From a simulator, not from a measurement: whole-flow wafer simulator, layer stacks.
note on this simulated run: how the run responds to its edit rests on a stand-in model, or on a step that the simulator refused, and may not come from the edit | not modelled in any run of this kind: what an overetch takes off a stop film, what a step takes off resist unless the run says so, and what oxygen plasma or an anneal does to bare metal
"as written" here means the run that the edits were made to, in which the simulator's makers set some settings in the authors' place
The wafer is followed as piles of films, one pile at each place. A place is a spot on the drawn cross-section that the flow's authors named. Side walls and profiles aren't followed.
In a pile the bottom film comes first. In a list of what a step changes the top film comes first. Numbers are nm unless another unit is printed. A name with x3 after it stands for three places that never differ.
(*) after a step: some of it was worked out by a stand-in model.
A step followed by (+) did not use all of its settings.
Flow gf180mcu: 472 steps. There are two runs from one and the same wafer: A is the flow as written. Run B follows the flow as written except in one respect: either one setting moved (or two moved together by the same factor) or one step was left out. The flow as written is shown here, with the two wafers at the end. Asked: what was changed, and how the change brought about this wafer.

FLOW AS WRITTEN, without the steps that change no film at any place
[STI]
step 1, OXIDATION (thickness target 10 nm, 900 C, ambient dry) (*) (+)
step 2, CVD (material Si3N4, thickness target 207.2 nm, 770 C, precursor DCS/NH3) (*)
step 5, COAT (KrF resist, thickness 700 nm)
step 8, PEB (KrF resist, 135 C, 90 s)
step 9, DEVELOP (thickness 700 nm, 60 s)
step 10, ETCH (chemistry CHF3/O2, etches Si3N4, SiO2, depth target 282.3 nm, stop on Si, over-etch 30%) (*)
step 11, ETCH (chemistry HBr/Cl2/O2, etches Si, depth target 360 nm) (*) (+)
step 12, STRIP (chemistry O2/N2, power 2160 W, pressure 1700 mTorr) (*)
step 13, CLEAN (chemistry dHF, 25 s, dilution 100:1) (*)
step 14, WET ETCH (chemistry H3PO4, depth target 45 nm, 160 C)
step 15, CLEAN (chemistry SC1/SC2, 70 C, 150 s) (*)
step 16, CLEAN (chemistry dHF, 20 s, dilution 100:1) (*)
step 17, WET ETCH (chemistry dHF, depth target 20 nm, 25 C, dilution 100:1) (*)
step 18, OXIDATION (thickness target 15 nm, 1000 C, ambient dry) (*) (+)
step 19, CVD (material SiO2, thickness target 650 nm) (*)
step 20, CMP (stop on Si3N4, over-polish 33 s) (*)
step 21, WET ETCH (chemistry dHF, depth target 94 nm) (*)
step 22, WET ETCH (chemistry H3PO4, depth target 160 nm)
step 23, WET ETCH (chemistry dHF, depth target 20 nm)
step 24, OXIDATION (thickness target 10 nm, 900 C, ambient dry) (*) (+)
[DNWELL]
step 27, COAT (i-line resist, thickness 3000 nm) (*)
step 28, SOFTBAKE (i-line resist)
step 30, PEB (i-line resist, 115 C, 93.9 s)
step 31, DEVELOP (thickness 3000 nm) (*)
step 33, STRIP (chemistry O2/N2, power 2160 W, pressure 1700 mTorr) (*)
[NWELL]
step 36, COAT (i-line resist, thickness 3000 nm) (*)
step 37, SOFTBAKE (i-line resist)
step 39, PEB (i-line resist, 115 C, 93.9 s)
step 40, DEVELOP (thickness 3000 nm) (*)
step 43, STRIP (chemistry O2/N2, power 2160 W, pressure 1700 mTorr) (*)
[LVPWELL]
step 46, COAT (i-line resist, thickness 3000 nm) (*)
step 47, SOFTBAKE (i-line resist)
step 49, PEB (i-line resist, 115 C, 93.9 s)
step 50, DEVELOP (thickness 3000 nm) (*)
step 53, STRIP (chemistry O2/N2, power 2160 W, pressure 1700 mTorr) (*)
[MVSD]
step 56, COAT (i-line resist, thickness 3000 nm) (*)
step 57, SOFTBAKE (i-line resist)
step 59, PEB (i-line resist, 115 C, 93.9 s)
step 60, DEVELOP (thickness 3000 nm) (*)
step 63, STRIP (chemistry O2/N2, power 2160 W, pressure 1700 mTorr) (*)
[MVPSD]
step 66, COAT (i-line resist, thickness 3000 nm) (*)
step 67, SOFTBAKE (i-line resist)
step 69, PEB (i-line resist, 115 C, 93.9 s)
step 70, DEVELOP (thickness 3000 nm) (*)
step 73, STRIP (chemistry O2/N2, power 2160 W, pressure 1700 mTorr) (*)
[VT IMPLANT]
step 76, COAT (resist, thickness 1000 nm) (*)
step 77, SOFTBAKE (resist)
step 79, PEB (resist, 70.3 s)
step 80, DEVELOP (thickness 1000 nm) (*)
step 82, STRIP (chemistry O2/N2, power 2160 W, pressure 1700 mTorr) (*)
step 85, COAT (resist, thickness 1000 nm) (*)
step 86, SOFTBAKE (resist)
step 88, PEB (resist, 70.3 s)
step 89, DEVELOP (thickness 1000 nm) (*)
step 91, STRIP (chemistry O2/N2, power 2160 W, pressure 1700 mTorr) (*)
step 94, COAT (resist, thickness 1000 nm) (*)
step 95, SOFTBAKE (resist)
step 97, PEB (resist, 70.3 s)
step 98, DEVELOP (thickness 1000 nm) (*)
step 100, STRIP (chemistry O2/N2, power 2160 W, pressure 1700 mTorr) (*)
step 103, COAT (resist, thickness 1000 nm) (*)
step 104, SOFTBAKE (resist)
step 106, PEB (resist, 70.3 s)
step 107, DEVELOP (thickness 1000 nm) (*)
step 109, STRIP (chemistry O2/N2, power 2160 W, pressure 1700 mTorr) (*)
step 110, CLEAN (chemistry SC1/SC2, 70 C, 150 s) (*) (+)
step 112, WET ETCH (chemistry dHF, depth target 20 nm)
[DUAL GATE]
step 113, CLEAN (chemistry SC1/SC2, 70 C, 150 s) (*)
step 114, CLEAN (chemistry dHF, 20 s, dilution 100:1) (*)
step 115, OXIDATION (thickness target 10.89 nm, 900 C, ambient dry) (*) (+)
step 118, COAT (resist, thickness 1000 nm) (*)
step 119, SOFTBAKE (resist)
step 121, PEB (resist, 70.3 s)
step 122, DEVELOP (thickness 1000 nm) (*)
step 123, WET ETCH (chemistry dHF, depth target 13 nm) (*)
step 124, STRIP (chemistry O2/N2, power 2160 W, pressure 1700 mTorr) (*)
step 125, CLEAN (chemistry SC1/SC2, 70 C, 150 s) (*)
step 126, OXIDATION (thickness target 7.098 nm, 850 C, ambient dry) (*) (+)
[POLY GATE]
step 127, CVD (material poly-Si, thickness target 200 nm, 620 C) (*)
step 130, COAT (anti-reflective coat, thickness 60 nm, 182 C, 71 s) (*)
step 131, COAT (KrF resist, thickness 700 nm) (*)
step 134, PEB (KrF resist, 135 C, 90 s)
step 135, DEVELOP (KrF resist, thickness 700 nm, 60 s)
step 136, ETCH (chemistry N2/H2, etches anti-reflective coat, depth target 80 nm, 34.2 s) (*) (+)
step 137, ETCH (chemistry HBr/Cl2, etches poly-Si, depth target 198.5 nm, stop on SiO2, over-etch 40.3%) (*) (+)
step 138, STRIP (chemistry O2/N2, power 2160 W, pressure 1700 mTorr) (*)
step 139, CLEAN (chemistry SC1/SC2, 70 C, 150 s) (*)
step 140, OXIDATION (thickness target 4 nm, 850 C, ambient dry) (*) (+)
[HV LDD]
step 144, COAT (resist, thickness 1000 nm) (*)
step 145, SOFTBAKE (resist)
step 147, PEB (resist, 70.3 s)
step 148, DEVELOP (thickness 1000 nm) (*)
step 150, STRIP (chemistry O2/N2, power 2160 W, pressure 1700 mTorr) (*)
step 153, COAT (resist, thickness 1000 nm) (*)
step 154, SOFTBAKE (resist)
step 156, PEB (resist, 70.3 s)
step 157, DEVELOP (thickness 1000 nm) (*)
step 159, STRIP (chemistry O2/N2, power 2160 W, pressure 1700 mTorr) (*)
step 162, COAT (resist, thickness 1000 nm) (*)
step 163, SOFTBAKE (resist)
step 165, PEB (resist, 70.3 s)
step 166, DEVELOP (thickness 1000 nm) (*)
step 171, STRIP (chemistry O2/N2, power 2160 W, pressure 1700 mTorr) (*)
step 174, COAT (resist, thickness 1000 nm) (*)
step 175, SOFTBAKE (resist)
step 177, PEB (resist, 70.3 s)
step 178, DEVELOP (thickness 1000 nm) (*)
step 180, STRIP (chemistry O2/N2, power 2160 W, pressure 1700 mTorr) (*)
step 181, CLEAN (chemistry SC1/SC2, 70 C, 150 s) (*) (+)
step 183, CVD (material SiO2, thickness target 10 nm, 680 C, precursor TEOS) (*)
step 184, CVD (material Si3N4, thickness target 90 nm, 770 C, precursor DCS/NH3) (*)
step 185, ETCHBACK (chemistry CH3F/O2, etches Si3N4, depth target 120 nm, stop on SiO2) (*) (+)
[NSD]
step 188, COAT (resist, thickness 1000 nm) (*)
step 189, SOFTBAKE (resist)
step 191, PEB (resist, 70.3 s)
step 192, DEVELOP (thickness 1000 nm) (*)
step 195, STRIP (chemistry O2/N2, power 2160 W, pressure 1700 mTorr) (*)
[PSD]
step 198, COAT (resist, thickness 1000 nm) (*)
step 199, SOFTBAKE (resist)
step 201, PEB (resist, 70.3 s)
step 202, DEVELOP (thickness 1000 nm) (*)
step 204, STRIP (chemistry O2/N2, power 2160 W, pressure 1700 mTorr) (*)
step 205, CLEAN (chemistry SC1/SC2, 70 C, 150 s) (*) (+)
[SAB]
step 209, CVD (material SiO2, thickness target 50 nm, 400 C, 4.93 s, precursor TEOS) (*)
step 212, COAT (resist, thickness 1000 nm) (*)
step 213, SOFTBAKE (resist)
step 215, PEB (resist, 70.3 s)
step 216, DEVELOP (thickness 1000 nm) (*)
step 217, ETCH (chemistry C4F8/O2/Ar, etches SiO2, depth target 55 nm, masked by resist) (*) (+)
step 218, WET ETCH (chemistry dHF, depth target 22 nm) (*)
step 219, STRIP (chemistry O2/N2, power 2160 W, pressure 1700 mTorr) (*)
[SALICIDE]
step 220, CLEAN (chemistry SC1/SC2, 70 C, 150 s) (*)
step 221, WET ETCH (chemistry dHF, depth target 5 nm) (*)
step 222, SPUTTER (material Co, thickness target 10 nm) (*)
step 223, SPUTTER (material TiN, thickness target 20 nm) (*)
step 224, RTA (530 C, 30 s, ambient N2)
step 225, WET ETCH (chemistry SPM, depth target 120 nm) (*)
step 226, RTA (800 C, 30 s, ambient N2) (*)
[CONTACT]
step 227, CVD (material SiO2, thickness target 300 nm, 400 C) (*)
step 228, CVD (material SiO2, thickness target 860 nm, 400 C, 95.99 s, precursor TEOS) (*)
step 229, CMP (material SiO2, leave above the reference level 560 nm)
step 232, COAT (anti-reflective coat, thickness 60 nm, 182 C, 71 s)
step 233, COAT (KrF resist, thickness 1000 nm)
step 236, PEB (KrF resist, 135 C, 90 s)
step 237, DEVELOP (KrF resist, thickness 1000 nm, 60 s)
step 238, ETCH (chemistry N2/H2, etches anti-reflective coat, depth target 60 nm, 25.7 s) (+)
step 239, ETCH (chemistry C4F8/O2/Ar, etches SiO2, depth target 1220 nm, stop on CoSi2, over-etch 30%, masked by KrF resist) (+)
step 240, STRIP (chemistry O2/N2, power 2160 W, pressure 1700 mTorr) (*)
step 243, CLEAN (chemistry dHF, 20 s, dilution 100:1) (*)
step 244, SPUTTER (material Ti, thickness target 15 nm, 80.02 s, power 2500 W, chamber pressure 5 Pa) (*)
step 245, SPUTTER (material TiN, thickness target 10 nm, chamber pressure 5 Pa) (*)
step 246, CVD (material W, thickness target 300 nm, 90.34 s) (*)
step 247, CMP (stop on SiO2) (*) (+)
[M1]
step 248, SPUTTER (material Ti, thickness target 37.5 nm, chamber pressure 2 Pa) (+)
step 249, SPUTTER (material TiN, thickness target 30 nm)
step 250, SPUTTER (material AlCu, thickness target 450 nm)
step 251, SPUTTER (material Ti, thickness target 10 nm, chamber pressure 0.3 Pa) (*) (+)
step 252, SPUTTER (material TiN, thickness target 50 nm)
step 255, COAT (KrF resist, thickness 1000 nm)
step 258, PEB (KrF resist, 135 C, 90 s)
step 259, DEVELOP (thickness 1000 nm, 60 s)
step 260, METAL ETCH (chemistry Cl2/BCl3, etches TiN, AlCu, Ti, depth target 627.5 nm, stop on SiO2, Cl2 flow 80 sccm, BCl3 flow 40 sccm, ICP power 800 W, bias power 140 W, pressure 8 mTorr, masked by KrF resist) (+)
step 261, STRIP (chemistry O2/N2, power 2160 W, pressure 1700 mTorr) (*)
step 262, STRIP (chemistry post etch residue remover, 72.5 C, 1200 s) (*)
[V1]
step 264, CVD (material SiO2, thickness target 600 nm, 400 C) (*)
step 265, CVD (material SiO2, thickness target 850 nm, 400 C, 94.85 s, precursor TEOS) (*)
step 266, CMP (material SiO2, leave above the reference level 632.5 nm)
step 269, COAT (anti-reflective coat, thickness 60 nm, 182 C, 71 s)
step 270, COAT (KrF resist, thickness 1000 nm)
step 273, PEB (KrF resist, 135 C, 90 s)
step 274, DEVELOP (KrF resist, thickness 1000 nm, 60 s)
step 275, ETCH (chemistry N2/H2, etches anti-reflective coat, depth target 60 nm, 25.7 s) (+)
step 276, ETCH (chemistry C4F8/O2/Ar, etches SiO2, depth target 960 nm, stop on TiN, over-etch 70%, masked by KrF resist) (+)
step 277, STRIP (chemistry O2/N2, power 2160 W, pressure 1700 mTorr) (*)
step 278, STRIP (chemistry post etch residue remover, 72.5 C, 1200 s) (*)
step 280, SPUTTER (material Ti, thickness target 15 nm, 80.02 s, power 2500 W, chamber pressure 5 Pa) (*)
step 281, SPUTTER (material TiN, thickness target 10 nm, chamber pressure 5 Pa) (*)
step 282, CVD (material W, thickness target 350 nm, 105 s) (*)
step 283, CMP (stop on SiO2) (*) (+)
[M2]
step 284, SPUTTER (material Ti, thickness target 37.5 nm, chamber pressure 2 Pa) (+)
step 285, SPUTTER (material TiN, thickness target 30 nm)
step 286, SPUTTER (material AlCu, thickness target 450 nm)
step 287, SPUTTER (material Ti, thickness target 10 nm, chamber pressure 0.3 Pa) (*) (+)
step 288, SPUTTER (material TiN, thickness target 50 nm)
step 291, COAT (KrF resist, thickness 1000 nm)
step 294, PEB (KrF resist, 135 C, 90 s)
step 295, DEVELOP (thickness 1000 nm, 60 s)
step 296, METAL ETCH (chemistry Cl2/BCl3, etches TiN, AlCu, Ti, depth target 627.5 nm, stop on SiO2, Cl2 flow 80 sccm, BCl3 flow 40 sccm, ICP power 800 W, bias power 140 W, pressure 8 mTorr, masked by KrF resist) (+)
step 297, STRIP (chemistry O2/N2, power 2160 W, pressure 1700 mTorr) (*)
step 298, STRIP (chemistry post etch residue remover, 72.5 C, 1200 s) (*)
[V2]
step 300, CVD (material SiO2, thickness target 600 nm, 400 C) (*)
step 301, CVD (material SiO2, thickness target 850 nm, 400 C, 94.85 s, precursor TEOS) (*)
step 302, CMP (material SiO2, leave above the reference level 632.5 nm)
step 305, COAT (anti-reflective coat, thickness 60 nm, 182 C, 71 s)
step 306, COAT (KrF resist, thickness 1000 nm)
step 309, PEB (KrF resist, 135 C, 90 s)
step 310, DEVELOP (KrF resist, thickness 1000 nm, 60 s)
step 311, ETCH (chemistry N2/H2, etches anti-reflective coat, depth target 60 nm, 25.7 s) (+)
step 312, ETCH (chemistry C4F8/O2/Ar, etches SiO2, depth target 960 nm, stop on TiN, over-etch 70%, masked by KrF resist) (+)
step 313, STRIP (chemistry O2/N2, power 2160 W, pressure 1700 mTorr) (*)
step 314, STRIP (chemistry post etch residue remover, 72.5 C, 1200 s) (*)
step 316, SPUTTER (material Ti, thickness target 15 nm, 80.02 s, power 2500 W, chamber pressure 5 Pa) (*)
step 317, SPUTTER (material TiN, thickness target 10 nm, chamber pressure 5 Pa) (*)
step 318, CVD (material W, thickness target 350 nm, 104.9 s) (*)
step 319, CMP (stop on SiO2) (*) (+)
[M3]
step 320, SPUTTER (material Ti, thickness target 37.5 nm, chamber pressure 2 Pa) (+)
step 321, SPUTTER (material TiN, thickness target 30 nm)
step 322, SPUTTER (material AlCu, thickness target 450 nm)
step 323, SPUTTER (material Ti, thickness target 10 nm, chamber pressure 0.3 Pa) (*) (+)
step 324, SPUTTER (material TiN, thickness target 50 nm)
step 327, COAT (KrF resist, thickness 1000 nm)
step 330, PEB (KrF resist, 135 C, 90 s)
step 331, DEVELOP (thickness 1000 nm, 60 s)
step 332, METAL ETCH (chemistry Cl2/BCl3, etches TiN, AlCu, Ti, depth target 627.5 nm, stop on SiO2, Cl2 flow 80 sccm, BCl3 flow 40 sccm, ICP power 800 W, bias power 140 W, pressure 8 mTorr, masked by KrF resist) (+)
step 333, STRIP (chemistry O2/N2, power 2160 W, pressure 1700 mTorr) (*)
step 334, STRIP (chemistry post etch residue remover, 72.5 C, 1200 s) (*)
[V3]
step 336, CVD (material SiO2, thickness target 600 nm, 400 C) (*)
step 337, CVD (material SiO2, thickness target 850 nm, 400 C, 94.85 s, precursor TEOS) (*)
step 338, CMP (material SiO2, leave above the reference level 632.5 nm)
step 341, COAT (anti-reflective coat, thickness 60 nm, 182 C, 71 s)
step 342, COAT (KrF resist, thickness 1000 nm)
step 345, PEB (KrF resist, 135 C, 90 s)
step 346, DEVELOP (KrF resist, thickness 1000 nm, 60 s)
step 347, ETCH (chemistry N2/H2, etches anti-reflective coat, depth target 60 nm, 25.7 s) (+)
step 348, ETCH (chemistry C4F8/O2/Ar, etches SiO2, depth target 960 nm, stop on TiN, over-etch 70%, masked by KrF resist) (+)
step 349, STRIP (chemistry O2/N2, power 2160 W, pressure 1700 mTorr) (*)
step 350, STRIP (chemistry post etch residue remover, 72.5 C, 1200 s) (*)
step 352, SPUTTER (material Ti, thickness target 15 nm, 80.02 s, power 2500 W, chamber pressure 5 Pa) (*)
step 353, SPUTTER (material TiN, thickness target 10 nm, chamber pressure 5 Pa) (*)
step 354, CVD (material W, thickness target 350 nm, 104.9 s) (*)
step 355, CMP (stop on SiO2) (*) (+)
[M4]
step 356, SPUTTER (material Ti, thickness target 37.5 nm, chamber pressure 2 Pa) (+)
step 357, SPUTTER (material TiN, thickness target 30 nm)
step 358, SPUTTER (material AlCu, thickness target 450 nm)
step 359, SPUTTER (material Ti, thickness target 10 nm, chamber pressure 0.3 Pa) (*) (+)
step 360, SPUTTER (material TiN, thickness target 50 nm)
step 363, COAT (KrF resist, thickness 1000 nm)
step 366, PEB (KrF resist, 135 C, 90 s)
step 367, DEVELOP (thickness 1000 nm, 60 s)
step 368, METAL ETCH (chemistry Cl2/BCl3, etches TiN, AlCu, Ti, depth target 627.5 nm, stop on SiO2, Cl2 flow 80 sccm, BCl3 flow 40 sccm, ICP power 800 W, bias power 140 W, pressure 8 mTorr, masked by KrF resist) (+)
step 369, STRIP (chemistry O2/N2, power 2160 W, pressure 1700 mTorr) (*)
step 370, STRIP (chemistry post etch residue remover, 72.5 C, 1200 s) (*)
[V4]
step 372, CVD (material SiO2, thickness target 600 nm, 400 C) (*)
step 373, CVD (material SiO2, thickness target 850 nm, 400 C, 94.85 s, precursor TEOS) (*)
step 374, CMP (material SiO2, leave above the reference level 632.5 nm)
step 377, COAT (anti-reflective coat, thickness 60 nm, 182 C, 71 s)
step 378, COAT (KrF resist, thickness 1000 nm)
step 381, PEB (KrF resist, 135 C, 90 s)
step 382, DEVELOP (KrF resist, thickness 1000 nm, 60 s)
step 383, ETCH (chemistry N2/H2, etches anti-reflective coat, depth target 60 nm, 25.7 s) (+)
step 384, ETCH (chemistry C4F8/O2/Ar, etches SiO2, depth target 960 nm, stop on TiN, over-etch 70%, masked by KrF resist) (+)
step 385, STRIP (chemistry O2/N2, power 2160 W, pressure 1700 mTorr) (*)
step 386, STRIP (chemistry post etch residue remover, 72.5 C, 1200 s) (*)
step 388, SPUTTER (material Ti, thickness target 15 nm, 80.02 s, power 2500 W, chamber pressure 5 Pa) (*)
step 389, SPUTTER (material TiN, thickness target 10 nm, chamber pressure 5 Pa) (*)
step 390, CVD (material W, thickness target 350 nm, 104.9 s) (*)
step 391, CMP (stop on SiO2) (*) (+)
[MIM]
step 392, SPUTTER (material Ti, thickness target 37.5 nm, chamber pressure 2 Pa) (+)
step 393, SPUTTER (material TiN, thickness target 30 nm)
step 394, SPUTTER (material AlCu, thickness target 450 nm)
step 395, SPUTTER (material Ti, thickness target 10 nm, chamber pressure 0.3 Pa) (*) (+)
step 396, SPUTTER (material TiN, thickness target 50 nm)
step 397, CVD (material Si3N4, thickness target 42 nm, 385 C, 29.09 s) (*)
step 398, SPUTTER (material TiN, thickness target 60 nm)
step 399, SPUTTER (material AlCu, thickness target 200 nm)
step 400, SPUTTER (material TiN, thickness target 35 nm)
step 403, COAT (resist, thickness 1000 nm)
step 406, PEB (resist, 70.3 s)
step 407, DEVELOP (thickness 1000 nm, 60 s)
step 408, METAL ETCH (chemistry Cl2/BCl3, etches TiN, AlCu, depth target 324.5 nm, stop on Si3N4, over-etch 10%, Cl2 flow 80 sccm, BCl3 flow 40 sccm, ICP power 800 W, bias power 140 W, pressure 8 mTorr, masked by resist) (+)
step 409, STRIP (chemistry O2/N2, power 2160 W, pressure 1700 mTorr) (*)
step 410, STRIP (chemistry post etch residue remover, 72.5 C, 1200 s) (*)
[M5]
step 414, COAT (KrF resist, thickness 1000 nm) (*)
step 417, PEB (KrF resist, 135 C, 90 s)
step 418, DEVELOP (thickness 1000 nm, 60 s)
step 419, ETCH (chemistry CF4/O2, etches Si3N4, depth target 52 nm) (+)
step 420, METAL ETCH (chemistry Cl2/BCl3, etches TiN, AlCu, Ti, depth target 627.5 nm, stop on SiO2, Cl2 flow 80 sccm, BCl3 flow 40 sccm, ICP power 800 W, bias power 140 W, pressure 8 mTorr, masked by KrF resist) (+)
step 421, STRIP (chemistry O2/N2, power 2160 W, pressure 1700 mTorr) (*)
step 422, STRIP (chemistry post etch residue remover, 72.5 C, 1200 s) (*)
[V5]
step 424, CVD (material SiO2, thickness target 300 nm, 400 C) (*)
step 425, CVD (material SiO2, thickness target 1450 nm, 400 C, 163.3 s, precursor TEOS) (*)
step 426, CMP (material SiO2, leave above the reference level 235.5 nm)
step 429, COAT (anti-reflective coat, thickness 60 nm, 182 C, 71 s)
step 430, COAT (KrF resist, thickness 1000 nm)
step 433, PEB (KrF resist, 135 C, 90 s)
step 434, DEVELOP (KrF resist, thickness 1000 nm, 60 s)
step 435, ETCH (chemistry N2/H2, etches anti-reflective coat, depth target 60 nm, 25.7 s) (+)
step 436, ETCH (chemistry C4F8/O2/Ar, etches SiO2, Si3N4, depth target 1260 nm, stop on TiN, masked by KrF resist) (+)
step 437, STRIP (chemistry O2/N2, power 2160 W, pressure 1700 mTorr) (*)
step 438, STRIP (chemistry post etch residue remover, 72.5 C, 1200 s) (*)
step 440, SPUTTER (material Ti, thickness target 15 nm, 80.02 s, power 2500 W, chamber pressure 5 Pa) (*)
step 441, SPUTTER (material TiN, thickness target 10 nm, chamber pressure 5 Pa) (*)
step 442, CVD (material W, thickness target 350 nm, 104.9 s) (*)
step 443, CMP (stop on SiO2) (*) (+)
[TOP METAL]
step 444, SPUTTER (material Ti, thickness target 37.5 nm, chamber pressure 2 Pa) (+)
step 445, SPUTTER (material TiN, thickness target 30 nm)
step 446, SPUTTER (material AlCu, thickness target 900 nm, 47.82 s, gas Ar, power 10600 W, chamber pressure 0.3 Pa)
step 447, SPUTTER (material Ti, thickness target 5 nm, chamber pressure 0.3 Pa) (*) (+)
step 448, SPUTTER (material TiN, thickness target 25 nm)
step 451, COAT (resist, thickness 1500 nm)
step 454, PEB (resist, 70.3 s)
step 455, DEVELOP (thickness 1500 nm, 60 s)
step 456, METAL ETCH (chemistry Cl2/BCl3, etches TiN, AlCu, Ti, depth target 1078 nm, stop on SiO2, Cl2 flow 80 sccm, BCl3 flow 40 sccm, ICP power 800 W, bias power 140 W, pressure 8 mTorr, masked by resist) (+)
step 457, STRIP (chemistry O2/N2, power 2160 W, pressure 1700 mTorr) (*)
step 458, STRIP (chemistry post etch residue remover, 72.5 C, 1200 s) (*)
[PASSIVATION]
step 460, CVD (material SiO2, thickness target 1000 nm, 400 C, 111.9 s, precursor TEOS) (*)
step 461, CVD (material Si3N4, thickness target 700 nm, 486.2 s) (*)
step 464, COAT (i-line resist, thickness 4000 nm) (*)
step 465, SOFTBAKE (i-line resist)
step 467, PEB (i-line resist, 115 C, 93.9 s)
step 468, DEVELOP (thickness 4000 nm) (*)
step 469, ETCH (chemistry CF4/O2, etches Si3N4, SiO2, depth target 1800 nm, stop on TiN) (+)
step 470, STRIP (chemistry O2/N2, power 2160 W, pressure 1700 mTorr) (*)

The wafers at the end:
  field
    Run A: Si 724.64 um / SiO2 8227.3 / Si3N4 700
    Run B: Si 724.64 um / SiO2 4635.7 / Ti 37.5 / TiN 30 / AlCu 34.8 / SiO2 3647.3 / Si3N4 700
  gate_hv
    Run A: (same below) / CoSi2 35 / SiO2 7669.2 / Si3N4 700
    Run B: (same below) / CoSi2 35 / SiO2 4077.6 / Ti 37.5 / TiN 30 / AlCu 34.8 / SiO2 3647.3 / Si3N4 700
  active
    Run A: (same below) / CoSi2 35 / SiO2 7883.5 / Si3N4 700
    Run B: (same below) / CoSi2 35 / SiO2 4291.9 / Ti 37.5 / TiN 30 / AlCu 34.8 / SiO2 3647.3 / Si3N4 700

What caused this: step 358, SPUTTER: thickness target 608 nm was run, while the flow as written has thickness target 450 nm.

The path from the change to this, step by step:
  step 358, SPUTTER (material AlCu, thickness target 450 nm)
      field, field__w1, field__w2 and 108 more: A AlCu gains 450 (new film) | B AlCu gains 608 (new film)
  step 368, METAL ETCH (chemistry Cl2/BCl3, etches TiN, AlCu, Ti, depth target 627.5 nm, stop on SiO2, Cl2 flow 80 sccm, BCl3 flow 40 sccm, ICP power 800 W, bias power 140 W, pressure 8 mTorr, masked by KrF resist) (+)
      field, field__w1, field__w2 and 103 more: A TiN loses 50 (all of it), Ti loses 10 (all of it), AlCu loses 450 (all of it), TiN loses 30 (all of it), Ti loses 37.5 (all of it) | B TiN loses 50 (all of it), Ti loses 10 (all of it), AlCu loses 567.5
  step 370, STRIP (chemistry post etch residue remover, 72.5 C, 1200 s) (*)
      field, field__w1, field__w2 and 103 more: A nothing | B AlCu loses 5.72
  step 372, CVD (material SiO2, thickness target 600 nm, 400 C) (*)
      field, field__w1, field__w2 and 103 more: A SiO2 gains 600 | B SiO2 gains 600 (new film)
  step 374, CMP (material SiO2, leave above the reference level 632.5 nm)
      field, field__w1, field__w2 and 103 more: A SiO2 loses 300 | B SiO2 loses 244.3
If metal films that touch count as one body, field has 1 body; the flow as written gives 0 bodies.
If metal films that touch count as one body, gate_hv has 2 bodies (between them, from the top down: SiO2 4077.6); the flow as written gives 1 body.
If metal films that touch count as one body, active has 2 bodies (between them, from the top down: SiO2 4291.9); the flow as written gives 1 body.
